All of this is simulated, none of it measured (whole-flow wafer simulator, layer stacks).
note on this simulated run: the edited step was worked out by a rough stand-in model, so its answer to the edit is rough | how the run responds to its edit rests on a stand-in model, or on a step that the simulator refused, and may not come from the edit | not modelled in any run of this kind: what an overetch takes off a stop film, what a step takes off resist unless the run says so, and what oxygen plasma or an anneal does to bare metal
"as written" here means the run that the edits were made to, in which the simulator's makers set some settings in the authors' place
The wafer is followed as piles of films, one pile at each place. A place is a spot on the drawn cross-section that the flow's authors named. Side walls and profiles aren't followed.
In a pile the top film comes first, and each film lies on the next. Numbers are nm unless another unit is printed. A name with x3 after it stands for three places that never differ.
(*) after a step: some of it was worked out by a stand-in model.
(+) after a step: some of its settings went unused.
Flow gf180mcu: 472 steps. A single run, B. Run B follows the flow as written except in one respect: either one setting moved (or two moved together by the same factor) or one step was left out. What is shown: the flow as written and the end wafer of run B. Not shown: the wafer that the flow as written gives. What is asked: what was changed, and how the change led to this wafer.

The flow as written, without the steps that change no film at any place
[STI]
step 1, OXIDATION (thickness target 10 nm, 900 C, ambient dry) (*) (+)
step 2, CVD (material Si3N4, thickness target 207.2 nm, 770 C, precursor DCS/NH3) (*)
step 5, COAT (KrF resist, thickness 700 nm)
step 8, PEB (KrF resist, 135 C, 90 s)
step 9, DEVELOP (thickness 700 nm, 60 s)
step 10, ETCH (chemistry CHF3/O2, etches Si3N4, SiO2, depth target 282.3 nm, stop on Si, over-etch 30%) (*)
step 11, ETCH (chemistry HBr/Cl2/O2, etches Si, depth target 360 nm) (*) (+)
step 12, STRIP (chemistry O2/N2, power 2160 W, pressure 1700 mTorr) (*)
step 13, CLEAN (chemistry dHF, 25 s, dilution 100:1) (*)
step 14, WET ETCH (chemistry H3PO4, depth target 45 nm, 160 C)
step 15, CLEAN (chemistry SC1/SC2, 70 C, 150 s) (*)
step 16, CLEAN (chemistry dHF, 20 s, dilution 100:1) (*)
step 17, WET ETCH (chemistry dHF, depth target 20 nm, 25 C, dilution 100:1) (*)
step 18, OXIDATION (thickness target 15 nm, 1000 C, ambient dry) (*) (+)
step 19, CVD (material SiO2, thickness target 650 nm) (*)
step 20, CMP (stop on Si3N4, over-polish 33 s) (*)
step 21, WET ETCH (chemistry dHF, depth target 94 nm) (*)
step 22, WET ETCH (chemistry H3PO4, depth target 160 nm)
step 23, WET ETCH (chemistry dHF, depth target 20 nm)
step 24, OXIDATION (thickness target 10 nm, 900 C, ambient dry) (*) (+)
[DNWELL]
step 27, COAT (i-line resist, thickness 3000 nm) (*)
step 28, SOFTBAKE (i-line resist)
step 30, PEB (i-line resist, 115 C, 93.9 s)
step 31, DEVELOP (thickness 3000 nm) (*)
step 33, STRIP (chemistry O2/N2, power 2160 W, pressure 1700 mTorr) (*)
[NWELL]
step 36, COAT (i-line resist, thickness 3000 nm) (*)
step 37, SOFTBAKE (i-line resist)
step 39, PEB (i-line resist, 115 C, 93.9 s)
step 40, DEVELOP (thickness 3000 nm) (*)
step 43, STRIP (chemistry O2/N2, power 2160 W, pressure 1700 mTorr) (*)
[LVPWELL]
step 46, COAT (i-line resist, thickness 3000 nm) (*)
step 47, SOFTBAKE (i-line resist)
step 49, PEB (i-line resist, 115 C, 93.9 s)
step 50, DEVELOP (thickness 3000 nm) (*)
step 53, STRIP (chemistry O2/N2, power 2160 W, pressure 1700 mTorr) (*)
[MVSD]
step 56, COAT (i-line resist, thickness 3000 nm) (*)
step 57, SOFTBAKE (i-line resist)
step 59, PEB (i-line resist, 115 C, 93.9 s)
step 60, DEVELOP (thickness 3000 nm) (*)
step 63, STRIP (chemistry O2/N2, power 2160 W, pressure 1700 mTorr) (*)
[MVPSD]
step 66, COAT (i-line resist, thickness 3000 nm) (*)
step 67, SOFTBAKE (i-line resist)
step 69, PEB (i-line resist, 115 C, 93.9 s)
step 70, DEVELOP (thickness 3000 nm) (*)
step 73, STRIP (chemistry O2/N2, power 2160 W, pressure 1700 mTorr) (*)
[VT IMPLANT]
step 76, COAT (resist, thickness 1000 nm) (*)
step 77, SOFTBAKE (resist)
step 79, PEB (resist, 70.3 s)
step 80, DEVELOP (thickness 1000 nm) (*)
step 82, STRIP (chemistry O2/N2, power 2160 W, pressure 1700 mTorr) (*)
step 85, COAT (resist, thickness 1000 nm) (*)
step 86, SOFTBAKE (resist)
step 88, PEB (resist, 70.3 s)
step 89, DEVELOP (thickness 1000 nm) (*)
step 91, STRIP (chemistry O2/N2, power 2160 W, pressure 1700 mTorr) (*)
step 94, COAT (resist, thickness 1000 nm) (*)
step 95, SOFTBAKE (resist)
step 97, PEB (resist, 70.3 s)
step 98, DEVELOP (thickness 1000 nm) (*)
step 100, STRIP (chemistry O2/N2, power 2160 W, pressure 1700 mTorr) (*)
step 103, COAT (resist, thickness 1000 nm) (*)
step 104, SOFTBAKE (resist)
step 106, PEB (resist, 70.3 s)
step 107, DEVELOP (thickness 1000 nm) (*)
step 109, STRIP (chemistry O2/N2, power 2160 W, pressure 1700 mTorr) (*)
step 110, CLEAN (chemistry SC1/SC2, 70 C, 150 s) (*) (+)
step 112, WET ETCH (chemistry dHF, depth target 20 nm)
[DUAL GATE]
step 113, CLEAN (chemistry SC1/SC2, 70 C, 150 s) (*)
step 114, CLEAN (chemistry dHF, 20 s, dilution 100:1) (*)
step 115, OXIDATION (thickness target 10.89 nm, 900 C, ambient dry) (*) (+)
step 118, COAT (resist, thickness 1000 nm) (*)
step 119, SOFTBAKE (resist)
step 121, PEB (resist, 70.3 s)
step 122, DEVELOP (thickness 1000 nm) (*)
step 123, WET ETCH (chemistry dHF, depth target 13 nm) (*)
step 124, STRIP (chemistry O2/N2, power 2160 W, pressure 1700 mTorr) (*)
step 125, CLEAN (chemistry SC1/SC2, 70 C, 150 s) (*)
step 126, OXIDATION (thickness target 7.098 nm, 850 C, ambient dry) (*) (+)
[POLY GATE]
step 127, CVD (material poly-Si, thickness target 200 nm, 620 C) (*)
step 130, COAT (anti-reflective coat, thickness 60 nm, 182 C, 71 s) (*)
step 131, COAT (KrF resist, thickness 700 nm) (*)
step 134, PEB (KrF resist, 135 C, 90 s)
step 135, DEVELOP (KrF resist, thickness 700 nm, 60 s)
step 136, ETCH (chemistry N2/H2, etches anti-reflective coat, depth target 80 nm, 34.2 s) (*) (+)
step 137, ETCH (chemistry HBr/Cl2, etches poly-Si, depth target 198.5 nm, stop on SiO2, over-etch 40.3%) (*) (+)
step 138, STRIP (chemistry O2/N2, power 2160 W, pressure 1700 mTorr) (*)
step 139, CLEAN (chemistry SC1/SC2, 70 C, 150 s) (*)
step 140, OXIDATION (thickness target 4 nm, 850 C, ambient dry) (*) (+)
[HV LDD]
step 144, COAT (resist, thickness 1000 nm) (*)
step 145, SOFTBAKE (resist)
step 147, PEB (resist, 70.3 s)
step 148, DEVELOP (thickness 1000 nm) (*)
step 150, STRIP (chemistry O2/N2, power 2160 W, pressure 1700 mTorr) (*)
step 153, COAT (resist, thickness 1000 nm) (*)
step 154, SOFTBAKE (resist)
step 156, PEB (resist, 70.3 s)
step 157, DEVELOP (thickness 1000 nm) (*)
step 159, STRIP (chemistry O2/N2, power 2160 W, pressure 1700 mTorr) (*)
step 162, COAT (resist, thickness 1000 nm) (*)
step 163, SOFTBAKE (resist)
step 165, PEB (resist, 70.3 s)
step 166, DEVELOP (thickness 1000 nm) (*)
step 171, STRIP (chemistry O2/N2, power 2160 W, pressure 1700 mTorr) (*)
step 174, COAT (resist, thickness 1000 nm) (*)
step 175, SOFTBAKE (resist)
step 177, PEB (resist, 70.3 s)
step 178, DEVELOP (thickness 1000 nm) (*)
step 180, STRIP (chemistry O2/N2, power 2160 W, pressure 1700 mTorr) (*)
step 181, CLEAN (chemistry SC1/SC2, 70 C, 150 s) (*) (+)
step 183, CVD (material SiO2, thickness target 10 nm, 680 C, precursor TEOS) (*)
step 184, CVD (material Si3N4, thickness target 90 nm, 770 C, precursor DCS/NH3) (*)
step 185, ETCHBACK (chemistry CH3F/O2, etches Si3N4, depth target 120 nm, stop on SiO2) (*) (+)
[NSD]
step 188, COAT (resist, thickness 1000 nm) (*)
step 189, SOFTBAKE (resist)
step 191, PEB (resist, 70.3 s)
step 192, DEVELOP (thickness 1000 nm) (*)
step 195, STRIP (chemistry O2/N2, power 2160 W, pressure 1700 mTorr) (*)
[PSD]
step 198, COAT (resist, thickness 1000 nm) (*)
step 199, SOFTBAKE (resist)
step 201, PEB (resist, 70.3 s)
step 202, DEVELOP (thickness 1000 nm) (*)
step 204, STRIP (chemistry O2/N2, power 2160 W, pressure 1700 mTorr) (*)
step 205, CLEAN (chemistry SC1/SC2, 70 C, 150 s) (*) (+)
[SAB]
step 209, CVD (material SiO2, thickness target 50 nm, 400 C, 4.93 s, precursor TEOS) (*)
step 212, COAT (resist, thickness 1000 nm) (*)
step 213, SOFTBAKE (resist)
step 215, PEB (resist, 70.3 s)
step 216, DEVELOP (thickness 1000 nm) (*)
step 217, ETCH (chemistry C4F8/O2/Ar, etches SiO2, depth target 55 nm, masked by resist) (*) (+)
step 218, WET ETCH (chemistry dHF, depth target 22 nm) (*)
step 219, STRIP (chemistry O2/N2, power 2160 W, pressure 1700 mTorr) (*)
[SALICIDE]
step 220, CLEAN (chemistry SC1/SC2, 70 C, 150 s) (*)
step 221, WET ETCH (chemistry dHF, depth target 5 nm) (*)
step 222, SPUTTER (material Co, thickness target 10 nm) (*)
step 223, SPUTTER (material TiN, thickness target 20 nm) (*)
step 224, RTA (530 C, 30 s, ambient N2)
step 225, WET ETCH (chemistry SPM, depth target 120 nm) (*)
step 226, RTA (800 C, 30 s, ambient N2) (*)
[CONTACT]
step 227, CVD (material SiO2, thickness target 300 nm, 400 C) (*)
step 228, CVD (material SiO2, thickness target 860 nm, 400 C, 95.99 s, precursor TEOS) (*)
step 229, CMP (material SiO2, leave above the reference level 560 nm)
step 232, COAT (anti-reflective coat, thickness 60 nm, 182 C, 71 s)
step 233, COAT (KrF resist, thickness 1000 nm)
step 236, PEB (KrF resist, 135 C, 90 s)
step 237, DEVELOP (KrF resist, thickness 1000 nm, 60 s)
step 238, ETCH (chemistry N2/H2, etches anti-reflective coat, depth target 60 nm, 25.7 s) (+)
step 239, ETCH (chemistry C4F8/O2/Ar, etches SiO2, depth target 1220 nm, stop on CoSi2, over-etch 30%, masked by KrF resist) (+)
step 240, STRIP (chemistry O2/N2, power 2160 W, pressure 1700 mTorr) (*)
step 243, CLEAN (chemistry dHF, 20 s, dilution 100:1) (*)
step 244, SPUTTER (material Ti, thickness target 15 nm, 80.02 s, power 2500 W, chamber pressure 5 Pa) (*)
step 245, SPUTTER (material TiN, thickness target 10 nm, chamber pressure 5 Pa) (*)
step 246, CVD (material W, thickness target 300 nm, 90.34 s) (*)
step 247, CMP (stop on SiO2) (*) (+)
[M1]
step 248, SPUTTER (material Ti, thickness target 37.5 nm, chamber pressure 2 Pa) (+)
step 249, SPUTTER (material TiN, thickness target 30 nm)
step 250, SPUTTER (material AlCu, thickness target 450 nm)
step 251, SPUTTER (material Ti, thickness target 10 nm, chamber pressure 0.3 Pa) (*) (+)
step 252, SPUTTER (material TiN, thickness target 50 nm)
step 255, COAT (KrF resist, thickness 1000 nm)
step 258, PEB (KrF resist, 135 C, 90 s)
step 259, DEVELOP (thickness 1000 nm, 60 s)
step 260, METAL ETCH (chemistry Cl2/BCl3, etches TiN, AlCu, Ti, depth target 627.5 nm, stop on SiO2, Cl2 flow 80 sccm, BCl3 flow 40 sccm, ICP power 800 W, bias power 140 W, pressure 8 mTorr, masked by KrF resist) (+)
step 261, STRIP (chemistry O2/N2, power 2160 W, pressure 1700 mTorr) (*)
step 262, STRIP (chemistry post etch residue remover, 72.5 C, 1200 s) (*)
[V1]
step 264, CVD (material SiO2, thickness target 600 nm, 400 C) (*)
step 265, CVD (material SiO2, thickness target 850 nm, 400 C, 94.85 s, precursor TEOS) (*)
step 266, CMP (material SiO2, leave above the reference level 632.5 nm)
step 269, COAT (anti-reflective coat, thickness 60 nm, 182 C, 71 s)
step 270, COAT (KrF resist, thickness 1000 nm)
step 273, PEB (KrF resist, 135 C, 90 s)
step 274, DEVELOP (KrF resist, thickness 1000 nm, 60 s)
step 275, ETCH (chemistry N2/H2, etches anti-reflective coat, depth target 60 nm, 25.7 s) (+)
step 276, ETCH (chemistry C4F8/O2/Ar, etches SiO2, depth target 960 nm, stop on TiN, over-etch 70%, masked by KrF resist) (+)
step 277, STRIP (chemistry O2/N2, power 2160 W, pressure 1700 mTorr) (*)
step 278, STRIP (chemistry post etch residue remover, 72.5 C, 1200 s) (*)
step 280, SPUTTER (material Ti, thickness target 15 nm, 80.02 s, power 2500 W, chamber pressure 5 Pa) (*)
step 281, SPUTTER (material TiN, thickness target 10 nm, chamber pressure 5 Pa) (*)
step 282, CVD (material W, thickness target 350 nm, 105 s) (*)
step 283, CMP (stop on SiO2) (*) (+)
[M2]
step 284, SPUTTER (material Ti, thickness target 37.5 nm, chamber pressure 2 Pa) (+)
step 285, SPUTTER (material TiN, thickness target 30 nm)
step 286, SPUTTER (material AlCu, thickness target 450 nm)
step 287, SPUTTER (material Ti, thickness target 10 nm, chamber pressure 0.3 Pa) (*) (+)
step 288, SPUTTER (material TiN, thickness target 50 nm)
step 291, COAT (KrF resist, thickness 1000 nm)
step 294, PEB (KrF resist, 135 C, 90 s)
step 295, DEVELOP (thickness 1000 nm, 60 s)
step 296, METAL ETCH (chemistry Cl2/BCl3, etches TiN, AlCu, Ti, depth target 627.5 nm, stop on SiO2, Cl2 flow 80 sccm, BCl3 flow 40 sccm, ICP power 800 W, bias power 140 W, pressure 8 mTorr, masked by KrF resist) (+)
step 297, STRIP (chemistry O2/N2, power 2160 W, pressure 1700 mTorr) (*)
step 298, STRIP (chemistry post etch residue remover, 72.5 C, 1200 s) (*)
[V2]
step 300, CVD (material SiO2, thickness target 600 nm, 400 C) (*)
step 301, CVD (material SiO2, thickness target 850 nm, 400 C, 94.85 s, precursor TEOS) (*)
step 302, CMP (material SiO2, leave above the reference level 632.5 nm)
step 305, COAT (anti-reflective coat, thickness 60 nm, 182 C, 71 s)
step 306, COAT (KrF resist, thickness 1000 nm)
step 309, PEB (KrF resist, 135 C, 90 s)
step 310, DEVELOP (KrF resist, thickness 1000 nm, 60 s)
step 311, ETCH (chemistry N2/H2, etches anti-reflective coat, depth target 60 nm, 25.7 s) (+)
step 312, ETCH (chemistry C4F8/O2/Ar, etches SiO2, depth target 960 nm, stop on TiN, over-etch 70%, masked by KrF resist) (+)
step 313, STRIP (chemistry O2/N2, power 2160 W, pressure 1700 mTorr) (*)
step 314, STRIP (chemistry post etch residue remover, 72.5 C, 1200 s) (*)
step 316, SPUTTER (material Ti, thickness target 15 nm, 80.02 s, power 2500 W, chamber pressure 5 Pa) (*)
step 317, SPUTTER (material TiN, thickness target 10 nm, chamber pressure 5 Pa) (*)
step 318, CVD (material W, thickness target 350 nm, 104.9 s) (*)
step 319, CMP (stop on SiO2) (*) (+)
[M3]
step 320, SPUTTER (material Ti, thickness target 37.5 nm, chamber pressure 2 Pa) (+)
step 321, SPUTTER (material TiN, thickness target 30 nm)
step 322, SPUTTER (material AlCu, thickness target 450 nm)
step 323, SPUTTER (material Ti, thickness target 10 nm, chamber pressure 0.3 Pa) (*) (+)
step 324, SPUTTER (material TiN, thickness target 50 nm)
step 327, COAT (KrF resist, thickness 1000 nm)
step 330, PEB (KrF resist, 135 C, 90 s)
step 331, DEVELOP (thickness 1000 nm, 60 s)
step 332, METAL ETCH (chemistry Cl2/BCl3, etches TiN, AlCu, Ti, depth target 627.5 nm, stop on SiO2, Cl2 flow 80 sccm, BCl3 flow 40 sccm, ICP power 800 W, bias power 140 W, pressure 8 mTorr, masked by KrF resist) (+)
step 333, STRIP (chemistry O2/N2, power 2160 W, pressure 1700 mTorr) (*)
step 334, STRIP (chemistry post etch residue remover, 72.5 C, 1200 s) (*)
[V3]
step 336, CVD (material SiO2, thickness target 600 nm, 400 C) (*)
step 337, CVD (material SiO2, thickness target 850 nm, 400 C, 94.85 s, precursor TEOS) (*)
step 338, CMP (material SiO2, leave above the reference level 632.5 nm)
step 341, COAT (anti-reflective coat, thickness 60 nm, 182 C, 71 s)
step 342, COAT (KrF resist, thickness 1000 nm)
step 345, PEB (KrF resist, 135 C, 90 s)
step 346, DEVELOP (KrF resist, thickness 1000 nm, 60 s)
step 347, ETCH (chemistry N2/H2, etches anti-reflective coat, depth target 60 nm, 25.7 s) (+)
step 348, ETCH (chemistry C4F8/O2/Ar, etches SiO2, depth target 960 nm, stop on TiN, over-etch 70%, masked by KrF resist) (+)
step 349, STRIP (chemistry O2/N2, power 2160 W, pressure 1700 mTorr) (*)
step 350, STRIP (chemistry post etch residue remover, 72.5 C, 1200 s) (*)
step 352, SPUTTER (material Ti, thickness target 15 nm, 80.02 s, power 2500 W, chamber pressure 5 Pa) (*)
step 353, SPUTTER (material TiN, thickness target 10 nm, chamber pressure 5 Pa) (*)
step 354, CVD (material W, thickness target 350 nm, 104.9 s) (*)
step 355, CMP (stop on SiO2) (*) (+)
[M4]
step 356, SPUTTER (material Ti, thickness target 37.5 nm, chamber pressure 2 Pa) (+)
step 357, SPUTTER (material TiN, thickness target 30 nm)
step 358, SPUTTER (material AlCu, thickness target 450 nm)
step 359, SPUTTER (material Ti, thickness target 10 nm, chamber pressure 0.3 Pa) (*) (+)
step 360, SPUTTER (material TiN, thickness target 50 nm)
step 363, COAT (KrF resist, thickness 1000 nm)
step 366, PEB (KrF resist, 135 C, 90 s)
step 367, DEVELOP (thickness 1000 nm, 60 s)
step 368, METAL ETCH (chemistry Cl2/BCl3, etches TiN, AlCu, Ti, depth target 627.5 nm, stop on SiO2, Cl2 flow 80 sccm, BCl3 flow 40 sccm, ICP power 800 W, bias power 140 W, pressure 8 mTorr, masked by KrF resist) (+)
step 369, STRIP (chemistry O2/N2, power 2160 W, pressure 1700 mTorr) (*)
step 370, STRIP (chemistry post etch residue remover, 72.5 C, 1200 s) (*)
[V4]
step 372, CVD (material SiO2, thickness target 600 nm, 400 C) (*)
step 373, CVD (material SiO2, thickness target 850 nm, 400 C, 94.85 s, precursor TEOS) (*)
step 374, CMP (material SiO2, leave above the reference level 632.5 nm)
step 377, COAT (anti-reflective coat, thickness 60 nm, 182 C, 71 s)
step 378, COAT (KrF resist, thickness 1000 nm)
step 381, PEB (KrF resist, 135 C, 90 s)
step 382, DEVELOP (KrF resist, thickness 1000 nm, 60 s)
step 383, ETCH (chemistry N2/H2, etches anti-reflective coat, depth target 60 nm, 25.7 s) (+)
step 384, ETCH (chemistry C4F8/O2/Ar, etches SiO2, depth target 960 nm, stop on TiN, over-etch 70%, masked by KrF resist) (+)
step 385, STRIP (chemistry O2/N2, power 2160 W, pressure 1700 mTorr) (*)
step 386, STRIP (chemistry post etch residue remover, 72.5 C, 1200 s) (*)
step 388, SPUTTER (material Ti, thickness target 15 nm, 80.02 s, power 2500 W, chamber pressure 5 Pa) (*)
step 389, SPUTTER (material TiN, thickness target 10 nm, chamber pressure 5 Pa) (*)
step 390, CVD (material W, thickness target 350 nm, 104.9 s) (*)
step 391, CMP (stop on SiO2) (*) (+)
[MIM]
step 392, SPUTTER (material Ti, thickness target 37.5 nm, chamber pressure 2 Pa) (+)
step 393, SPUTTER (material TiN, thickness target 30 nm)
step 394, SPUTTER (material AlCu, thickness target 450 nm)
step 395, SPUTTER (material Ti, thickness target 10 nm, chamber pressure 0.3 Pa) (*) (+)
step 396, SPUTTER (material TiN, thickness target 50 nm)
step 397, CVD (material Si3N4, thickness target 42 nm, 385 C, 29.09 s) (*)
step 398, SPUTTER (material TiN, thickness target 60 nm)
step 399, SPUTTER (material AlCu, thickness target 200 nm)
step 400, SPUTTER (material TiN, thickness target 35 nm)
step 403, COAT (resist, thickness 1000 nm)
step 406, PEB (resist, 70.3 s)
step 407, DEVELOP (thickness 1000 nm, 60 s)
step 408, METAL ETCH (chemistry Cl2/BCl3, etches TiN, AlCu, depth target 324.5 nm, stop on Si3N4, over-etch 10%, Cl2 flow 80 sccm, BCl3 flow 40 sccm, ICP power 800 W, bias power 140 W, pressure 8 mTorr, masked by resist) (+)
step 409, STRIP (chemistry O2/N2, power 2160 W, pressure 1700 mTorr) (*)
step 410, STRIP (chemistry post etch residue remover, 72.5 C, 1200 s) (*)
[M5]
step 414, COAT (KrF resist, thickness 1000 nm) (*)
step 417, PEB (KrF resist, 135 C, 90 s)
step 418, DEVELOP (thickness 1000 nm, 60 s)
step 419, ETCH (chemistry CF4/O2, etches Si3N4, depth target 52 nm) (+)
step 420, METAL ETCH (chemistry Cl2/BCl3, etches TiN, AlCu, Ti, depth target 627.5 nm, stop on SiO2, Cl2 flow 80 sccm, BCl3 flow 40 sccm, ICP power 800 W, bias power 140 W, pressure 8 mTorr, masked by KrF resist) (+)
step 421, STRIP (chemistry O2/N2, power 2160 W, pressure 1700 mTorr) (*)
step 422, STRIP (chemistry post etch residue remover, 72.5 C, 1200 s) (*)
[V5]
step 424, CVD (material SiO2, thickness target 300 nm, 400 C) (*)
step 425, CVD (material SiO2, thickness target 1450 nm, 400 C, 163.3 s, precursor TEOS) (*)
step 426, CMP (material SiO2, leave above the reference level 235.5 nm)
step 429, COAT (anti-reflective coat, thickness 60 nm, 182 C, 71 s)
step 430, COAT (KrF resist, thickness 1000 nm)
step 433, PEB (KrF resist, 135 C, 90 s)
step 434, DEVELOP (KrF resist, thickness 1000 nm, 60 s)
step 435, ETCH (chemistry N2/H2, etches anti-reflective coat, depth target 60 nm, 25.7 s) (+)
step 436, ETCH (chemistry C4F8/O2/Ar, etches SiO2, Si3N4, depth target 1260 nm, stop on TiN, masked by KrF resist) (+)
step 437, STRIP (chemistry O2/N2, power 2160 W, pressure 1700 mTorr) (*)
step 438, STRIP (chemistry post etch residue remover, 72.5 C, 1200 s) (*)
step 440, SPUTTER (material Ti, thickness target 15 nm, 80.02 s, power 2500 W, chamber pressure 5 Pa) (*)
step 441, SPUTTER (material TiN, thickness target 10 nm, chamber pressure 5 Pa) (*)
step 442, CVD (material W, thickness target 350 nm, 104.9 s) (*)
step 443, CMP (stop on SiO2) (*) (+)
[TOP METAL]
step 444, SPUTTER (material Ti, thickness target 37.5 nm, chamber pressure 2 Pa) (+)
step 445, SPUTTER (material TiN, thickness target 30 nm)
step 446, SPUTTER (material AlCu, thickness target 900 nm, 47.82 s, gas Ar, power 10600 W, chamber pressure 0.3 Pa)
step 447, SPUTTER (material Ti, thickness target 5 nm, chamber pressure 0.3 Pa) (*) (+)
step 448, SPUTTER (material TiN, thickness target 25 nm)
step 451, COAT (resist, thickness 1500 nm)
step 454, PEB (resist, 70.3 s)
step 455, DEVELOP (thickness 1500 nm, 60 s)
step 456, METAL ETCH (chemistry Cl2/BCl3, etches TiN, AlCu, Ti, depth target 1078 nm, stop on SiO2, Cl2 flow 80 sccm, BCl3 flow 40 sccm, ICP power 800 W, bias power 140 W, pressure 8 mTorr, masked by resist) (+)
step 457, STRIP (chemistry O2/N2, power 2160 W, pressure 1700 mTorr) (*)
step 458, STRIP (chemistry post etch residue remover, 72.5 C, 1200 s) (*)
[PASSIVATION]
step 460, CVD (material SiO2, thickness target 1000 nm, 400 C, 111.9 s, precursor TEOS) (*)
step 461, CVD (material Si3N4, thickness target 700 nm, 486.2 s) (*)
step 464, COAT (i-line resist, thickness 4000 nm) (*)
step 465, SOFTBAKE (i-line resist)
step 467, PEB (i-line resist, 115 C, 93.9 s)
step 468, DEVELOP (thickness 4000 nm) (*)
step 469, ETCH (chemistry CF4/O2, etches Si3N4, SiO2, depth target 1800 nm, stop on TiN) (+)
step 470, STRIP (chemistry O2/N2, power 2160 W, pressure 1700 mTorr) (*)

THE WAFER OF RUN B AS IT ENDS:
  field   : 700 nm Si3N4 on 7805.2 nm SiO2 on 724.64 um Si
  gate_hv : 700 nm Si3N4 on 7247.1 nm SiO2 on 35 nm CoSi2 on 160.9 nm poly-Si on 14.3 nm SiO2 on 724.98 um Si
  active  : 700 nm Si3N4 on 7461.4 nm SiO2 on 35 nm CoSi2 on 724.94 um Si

What caused this: step 460, CVD: thickness target 570 nm was run, while the flow as written has thickness target 1000 nm; step 460, CVD: 63.81 s was run, where the flow has 111.9 s.

Step by step, how the change led to this:
  step 460, CVD (material SiO2, thickness target 1000 nm, 400 C, 111.9 s, precursor TEOS) (*)
      field, field__w1, field__w2 and 103 more: +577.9 SiO2 (in the flow as written it would be: +1000 SiO2)
      field__w8, contact, m1, m1__w1, pad, m1_nw: +577.9 SiO2 (new film) (in the flow as written it would be: +1000 SiO2 (new film))
  step 465, SOFTBAKE (i-line resist)
      gate: -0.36 i-line resist (in the flow as written it would be: +1.79 i-line resist)
      ld_acc_p, ld_fp_p, ld_drift_p: +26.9 i-line resist (in the flow as written it would be: +33.8 i-line resist)
      (and at 57 other places as well)
  step 469, ETCH (chemistry CF4/O2, etches Si3N4, SiO2, depth target 1800 nm, stop on TiN) (+)
      pad: -700 Si3N4 (all of it), -577.9 SiO2 (all of it) (in the flow as written it would be: -700 Si3N4 (all of it), -1000 SiO2 (all of it))
